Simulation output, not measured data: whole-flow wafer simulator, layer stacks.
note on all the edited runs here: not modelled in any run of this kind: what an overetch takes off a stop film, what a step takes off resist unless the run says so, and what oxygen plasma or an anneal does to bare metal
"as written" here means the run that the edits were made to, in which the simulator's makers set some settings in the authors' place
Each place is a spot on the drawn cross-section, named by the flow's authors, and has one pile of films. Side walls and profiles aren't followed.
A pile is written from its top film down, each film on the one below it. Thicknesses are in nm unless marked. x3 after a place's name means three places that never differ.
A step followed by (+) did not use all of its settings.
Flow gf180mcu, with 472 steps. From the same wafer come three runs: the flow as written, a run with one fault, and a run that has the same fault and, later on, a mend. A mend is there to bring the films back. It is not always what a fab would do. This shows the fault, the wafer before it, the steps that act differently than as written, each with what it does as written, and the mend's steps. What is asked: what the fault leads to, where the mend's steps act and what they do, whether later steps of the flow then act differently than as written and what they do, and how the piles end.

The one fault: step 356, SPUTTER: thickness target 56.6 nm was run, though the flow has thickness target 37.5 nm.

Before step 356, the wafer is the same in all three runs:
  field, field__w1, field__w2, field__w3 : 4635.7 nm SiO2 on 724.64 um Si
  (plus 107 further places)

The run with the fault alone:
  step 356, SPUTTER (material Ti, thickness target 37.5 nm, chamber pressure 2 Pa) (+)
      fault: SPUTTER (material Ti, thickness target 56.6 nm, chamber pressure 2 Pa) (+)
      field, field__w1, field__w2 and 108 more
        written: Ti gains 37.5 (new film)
        fault: Ti gains 56.6 (new film)
  Steps later in the flow that act otherwise than as written:
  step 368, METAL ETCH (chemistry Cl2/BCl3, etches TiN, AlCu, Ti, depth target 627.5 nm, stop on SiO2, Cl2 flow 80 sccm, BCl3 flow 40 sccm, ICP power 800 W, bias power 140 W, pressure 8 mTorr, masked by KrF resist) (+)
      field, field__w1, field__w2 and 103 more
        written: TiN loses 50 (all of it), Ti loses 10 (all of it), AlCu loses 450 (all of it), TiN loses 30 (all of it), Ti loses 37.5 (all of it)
        fault: TiN loses 50 (all of it), Ti loses 10 (all of it), AlCu loses 450 (all of it), TiN loses 30 (all of it), Ti loses 56.6 (all of it)
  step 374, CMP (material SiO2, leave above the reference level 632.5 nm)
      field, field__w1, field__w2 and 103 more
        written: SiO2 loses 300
        fault: SiO2 loses 280.9
  At field__w8, contact, m1, m1__w1, m1_nw, the piles at the end differ from the flow's by more than 2% or 0.5 nm, whichever is larger.
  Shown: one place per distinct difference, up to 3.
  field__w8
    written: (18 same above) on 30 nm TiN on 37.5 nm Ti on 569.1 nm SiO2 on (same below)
    fault: (18 same above) on 30 nm TiN on 56.6 nm Ti on 569.1 nm SiO2 on (same below)
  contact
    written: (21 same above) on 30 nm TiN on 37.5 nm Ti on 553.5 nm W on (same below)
    fault: (21 same above) on 30 nm TiN on 56.6 nm Ti on 553.5 nm W on (same below)

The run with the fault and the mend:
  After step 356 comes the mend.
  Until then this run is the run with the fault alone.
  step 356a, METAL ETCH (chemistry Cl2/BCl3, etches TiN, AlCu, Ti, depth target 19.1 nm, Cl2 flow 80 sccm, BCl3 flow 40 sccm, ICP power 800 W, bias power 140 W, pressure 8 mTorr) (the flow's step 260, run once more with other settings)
      field, field__w1, field__w2 and 108 more
        Ti loses 19.1
  Every later step of the flow that is run acts as written at every place that is followed.
  By the end, the piles equal the flow's at every place that both follow.
